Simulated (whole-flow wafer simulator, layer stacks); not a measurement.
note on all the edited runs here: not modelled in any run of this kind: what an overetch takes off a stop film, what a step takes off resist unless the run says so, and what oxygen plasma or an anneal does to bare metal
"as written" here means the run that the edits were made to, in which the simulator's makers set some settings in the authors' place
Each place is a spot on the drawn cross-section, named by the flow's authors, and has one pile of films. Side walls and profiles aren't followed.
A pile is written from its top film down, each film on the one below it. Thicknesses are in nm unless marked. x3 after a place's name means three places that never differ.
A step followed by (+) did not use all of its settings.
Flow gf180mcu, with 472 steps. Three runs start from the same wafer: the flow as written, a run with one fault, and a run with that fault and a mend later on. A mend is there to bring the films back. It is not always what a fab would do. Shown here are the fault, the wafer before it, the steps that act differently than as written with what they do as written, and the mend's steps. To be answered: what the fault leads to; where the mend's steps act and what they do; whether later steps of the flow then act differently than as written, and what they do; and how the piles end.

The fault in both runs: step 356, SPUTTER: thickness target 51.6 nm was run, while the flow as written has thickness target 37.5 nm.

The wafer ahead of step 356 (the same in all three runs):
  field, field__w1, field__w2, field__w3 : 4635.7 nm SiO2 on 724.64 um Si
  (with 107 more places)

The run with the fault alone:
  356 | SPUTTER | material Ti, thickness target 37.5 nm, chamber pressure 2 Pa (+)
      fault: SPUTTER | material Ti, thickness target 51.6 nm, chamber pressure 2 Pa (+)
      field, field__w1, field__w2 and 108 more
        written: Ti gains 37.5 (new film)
        fault: Ti gains 51.6 (new film)
  Later steps of the flow acting differently than as written:
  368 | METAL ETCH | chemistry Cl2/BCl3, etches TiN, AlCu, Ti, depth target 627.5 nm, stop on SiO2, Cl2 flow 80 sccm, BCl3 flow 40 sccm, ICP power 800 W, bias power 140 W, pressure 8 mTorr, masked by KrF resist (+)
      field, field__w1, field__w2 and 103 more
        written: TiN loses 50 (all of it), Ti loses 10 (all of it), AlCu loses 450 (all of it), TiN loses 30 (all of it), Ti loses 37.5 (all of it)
        fault: TiN loses 50 (all of it), Ti loses 10 (all of it), AlCu loses 450 (all of it), TiN loses 30 (all of it), Ti loses 51.6 (all of it)
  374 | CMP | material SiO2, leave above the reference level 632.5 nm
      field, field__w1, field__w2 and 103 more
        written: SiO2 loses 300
        fault: SiO2 loses 285.9
  The piles end different from the flow's at field__w8, contact, m1, m1__w1, m1_nw by more than 2% or 0.5 nm, whichever is larger.
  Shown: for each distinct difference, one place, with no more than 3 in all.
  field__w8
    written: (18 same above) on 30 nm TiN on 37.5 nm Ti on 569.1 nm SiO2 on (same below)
    fault: (18 same above) on 30 nm TiN on 51.6 nm Ti on 569.1 nm SiO2 on (same below)
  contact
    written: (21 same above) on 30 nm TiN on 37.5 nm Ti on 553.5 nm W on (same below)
    fault: (21 same above) on 30 nm TiN on 51.6 nm Ti on 553.5 nm W on (same below)

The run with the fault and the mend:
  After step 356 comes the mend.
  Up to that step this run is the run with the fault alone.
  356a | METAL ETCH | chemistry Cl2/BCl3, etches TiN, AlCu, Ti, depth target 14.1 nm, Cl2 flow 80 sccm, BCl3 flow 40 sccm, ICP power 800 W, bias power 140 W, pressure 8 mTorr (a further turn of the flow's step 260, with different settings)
      field, field__w1, field__w2 and 108 more
        Ti loses 14.1
  Later steps of the flow that are run all act as written at every place that is followed.
  At every place that both follow, the piles at the end match the flow's.
